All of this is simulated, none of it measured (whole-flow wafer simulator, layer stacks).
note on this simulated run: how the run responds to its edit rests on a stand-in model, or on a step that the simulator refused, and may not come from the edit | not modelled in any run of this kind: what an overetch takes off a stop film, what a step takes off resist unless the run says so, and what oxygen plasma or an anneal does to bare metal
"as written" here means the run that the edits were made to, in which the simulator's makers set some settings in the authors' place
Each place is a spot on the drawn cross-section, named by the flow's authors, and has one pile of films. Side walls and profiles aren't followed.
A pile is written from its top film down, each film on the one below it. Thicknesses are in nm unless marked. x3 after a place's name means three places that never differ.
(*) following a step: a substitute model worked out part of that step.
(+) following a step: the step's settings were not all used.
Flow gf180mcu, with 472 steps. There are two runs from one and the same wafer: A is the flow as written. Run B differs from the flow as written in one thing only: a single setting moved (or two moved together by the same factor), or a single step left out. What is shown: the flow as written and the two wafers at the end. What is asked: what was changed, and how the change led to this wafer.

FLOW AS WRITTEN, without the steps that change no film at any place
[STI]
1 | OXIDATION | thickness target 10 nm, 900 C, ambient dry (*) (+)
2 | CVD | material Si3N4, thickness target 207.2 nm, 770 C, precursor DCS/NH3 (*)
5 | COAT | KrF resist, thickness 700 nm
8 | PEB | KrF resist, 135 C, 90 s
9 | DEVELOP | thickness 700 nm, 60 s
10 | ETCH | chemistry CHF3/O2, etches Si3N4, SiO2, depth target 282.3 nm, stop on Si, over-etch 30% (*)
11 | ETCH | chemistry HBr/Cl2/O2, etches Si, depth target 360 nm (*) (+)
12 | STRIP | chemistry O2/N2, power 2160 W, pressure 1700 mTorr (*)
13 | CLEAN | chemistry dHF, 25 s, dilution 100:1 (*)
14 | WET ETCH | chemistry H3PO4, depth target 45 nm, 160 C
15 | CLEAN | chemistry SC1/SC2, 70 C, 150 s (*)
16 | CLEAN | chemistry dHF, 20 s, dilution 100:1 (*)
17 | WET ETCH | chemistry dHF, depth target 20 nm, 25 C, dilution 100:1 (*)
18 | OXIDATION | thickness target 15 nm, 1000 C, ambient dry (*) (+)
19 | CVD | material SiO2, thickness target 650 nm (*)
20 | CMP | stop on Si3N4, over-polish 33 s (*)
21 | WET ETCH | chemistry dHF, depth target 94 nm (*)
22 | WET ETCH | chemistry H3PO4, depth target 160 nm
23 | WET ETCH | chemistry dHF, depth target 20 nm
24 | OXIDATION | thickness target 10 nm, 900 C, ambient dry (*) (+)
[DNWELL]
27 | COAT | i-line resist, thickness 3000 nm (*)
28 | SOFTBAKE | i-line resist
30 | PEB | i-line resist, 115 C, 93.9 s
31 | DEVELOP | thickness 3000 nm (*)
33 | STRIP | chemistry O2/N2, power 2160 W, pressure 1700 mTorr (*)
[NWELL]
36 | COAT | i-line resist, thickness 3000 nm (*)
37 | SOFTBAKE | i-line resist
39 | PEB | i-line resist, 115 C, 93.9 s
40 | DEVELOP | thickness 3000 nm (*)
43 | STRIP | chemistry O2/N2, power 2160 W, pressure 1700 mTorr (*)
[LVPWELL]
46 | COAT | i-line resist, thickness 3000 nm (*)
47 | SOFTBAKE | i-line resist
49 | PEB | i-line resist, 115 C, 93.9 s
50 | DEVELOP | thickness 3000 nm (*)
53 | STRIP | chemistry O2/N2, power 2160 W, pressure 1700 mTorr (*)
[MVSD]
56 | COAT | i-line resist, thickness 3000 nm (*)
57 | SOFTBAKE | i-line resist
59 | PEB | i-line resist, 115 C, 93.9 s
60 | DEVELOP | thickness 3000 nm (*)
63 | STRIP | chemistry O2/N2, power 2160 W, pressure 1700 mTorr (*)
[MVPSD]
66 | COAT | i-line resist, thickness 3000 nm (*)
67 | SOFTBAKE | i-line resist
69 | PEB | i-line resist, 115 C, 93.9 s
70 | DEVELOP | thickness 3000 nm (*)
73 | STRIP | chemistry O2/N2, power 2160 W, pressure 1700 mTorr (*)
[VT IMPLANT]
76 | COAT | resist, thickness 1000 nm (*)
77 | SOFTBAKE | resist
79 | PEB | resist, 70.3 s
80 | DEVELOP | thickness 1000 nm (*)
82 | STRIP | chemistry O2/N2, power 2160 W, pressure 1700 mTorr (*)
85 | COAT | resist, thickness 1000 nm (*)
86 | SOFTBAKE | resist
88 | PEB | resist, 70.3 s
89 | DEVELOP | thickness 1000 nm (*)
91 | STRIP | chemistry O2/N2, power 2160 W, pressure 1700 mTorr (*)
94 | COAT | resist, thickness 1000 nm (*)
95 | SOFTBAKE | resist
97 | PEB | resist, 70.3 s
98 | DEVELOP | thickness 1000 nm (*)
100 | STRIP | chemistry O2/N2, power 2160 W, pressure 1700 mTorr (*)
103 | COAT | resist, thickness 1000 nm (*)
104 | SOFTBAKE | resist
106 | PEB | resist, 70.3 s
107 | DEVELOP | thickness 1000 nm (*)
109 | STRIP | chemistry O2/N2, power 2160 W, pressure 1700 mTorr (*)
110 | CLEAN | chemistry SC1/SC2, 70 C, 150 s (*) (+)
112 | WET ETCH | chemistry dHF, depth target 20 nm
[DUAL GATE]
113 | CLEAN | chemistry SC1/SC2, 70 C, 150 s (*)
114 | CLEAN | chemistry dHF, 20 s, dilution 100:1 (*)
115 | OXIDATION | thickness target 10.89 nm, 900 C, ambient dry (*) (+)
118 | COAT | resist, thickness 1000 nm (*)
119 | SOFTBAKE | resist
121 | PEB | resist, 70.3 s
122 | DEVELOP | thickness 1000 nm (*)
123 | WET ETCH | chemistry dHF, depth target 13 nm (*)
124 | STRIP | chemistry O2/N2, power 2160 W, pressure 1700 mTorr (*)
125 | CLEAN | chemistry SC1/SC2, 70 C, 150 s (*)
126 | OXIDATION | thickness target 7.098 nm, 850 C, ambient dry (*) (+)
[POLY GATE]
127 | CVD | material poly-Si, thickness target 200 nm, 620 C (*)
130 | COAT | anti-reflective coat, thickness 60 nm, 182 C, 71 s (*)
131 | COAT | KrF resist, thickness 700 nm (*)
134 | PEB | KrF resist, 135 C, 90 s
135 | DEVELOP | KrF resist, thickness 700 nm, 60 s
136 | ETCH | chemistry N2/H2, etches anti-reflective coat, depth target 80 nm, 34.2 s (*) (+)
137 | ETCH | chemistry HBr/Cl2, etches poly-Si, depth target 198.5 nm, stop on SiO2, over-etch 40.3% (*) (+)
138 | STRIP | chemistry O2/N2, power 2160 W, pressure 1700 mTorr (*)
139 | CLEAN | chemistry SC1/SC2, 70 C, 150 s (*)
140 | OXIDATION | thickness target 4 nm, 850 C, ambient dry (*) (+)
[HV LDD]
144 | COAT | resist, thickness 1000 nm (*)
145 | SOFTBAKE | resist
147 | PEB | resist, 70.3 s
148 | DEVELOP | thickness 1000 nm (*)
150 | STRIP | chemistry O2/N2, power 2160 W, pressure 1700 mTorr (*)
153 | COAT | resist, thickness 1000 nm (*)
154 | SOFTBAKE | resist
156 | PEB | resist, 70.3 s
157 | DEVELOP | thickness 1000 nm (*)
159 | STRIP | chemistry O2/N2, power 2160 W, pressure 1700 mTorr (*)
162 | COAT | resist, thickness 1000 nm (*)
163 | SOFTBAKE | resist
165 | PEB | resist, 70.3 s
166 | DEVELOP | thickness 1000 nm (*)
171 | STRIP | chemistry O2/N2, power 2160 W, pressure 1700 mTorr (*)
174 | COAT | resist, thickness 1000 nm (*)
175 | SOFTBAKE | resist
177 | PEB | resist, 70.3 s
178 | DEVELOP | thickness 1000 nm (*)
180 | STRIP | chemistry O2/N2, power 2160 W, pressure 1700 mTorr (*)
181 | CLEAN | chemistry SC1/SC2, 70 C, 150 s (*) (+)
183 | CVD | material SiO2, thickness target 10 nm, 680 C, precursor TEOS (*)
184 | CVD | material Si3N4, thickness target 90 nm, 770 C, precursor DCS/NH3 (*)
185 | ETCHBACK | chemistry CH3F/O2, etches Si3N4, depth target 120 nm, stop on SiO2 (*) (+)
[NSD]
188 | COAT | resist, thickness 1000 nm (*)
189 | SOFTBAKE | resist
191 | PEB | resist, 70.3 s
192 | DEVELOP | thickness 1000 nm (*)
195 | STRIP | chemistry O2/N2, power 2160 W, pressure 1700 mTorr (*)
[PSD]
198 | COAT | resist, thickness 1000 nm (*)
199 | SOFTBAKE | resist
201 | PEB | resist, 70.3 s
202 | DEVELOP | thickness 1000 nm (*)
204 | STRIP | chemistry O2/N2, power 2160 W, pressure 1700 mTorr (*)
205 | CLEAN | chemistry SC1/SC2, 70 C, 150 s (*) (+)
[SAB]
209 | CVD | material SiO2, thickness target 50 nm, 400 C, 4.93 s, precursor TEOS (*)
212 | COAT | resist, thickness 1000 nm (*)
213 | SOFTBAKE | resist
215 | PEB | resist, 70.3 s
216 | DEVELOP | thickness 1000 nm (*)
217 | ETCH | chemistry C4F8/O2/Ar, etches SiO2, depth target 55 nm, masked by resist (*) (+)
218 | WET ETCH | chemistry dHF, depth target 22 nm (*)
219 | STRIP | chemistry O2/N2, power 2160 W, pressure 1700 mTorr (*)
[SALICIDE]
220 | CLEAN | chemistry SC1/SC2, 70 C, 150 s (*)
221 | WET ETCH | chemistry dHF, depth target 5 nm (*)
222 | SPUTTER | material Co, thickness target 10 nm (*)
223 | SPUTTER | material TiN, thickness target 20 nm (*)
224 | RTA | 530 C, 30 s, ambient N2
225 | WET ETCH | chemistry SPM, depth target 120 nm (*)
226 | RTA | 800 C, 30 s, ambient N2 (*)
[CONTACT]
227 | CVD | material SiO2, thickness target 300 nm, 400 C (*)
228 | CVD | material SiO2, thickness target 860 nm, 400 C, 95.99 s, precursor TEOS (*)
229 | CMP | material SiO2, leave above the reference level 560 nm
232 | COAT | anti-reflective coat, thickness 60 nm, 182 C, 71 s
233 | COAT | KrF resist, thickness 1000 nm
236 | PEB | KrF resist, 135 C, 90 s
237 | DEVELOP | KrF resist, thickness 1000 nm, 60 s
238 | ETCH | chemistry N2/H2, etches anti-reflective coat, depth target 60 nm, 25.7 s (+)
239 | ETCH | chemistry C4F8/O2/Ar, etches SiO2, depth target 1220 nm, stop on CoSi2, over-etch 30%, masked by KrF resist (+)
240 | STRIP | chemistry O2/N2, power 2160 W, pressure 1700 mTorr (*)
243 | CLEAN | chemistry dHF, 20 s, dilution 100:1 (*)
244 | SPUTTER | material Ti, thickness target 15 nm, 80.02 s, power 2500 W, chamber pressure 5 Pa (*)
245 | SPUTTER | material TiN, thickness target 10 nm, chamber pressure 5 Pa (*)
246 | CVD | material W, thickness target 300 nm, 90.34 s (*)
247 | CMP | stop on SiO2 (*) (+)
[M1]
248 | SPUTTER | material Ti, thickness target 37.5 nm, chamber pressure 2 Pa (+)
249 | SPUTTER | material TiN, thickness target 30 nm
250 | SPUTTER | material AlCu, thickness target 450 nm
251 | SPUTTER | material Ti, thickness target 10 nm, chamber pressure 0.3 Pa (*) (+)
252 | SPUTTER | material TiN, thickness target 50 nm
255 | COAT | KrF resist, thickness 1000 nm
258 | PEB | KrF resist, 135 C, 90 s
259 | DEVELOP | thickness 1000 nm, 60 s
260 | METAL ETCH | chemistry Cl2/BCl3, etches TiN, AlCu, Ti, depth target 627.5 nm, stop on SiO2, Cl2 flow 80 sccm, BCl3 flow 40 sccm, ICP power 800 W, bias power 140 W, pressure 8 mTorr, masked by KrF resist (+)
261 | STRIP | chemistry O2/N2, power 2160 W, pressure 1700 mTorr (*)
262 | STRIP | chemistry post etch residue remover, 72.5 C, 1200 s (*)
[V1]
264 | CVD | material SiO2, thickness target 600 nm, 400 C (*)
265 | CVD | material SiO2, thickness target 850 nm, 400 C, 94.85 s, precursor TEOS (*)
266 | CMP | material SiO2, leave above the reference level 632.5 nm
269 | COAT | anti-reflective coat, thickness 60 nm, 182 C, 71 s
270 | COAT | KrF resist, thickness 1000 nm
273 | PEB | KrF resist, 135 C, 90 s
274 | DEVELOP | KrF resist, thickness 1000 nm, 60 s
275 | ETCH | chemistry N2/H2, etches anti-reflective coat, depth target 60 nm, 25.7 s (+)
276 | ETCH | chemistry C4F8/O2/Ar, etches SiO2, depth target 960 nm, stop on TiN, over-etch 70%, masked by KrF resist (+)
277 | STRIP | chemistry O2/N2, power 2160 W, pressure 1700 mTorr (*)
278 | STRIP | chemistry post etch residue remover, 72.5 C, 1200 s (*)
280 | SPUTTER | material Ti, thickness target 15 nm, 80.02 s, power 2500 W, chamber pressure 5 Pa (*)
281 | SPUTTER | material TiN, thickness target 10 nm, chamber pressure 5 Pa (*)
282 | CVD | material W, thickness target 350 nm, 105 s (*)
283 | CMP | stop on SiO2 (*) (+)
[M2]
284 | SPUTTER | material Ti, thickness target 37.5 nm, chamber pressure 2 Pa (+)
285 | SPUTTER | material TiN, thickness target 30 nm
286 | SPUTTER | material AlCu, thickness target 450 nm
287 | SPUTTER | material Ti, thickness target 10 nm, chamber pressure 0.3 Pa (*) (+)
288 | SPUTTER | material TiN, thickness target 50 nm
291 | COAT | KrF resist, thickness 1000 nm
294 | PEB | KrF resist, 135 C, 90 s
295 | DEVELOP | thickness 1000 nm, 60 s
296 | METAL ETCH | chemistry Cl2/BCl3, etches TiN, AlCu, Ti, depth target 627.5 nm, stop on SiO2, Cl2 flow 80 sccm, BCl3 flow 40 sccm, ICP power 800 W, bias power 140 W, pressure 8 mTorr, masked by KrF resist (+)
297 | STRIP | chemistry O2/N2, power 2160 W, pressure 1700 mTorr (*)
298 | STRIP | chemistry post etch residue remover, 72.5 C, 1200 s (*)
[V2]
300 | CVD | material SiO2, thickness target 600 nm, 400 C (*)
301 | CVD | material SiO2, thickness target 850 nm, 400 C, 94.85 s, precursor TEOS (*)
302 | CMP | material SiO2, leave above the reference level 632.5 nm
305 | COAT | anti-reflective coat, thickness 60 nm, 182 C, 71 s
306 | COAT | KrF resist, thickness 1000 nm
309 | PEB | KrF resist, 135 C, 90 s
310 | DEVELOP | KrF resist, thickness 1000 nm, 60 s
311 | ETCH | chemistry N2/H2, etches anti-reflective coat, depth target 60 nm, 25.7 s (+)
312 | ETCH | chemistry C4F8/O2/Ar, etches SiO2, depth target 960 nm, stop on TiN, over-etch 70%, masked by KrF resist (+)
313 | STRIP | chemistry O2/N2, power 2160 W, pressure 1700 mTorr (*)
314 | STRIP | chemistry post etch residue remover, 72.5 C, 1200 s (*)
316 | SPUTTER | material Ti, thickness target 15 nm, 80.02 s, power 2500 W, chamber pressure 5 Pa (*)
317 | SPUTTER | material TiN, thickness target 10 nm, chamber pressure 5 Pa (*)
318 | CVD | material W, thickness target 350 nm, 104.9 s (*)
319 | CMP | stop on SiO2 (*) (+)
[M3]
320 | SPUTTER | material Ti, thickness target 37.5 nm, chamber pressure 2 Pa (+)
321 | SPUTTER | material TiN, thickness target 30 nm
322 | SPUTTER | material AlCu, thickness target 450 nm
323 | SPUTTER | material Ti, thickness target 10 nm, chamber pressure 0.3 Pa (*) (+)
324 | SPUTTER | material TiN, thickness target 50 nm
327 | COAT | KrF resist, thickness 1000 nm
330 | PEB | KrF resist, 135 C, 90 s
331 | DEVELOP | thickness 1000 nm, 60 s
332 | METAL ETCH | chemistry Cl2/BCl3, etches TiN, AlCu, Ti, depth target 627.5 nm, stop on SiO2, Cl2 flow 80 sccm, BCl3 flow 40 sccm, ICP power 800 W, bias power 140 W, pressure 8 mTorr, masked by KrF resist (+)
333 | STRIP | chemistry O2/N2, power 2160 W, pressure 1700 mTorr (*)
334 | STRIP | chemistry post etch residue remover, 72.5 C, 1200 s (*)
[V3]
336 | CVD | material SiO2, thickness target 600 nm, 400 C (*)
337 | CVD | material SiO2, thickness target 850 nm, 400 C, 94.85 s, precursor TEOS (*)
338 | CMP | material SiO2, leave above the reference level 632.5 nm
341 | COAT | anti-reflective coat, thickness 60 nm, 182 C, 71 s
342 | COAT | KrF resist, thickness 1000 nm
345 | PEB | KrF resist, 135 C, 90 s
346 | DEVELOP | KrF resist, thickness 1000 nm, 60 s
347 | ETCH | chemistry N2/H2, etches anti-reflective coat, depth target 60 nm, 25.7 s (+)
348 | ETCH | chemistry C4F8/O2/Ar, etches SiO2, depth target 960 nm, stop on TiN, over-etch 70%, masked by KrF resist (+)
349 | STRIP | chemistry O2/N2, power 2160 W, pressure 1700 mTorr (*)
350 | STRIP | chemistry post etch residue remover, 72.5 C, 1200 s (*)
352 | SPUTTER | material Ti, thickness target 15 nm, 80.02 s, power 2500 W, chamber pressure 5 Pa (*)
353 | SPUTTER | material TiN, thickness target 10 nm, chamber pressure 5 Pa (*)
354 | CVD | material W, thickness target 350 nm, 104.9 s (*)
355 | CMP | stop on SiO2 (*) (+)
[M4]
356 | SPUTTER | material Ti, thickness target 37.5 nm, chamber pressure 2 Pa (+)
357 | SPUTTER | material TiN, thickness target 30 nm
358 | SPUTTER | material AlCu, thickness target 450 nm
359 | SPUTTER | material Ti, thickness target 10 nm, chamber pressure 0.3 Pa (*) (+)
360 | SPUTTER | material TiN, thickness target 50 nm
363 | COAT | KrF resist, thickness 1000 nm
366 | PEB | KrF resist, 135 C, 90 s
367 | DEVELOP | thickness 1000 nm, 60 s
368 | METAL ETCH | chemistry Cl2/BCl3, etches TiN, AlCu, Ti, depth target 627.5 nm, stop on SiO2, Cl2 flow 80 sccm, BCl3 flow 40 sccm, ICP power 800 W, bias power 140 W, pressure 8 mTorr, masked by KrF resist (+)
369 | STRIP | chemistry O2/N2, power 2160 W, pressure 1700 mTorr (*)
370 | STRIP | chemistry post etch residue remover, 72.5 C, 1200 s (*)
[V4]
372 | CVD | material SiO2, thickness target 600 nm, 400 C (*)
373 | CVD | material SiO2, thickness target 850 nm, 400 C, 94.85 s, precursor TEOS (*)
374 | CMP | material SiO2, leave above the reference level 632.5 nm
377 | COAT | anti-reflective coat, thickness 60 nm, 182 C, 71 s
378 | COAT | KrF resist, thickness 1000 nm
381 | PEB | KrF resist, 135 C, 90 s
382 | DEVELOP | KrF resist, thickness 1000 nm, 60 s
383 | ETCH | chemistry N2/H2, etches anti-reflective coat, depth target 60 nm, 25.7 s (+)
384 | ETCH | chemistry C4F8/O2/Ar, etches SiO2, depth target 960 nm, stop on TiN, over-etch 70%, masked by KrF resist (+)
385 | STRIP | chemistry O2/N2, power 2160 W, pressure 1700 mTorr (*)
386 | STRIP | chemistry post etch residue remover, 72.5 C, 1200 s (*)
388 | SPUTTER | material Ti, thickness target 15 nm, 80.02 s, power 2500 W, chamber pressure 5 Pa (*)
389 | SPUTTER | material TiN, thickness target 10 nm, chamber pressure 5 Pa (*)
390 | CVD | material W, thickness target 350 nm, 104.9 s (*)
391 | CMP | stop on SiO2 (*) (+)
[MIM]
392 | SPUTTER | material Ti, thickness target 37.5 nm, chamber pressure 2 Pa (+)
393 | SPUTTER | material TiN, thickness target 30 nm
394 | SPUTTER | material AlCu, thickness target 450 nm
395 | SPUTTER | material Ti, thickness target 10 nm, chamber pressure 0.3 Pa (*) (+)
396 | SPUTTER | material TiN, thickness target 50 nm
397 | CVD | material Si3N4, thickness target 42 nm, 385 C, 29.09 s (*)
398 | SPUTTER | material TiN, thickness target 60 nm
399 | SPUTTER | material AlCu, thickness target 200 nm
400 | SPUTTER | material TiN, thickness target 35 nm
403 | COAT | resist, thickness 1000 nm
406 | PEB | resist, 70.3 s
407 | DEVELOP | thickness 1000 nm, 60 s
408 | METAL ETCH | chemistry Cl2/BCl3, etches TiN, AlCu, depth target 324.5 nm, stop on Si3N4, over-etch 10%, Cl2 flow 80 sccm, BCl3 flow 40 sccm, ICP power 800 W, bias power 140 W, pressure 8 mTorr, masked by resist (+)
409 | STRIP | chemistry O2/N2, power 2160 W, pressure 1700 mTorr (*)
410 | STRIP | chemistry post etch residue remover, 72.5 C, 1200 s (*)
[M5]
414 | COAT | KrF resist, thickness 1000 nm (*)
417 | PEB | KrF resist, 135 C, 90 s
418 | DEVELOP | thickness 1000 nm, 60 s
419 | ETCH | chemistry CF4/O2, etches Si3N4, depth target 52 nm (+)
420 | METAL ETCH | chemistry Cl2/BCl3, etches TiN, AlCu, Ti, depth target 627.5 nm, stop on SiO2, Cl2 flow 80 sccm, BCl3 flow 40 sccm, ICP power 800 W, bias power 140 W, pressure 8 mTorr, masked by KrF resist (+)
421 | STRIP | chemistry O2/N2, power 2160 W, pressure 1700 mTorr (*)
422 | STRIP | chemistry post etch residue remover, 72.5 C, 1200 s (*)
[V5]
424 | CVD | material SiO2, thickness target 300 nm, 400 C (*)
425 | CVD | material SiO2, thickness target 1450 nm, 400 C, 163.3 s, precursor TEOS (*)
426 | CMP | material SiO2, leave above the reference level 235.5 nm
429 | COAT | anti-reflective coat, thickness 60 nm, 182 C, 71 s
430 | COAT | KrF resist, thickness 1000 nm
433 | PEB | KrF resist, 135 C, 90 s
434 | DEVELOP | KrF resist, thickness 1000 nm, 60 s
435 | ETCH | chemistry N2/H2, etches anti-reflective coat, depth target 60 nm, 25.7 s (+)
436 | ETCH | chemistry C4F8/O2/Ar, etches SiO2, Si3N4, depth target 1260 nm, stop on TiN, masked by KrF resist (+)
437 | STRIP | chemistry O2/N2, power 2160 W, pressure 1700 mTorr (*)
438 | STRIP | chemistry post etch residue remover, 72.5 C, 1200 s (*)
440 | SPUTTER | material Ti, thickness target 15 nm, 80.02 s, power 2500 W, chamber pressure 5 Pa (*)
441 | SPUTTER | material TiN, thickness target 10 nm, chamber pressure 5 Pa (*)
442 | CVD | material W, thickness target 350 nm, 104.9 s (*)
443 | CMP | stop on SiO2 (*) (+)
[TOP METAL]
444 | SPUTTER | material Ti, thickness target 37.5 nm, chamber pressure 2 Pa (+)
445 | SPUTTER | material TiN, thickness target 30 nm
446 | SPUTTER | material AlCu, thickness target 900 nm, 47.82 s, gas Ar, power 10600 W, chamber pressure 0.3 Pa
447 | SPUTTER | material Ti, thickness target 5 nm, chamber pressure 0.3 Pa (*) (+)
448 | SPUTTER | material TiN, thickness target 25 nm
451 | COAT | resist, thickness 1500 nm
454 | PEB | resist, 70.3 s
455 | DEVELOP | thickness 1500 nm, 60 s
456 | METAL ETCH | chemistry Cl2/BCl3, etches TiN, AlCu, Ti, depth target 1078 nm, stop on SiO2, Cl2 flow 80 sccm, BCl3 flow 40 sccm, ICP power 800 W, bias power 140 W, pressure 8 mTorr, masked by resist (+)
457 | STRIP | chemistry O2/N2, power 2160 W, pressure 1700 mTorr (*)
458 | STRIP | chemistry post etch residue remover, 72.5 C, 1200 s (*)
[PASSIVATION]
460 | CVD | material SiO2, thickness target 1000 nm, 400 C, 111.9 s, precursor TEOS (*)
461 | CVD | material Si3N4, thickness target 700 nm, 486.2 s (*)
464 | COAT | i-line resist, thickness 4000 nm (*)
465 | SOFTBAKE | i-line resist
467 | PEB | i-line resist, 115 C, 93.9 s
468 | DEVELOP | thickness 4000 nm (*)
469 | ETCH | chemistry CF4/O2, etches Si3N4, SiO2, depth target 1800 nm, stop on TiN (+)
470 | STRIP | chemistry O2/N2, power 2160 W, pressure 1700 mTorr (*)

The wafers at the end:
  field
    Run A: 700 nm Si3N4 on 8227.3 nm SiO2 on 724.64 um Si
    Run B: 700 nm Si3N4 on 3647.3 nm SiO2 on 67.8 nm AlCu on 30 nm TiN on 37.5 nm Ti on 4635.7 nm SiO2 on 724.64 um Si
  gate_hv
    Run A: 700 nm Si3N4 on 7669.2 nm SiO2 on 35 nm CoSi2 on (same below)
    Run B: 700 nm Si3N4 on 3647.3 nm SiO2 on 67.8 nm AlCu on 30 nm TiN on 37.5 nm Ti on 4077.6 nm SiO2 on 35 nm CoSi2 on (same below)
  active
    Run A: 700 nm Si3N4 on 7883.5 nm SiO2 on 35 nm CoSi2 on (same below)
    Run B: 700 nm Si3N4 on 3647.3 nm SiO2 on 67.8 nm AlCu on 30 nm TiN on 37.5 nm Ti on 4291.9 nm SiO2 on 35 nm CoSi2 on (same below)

The reason: step 358, SPUTTER: thickness target 641 nm was run, though the flow has thickness target 450 nm.

The path from the change to this, step by step:
  358 | SPUTTER | material AlCu, thickness target 450 nm
      field, field__w1, field__w2 and 108 more: A +450 AlCu (new film) | B +641 AlCu (new film)
  368 | METAL ETCH | chemistry Cl2/BCl3, etches TiN, AlCu, Ti, depth target 627.5 nm, stop on SiO2, Cl2 flow 80 sccm, BCl3 flow 40 sccm, ICP power 800 W, bias power 140 W, pressure 8 mTorr, masked by KrF resist (+)
      field, field__w1, field__w2 and 103 more: A -50 TiN (all of it), -10 Ti (all of it), -450 AlCu (all of it), -30 TiN (all of it), -37.5 Ti (all of it) | B -50 TiN (all of it), -10 Ti (all of it), -567.5 AlCu
  370 | STRIP | chemistry post etch residue remover, 72.5 C, 1200 s (*)
      field, field__w1, field__w2 and 103 more: A nothing | B -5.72 AlCu
  372 | CVD | material SiO2, thickness target 600 nm, 400 C (*)
      field, field__w1, field__w2 and 103 more: A +600 SiO2 | B +600 SiO2 (new film)
  374 | CMP | material SiO2, leave above the reference level 632.5 nm
      field, field__w1, field__w2 and 103 more: A -300 SiO2 | B -244.3 SiO2
If metal films that touch count as one body, field has 1 body; the flow as written gives 0 bodies.
If metal films that touch count as one body, gate_hv has 2 bodies (between them, from the top down: SiO2 4077.6); the flow as written gives 1 body.
If metal films that touch count as one body, active has 2 bodies (between them, from the top down: SiO2 4291.9); the flow as written gives 1 body.
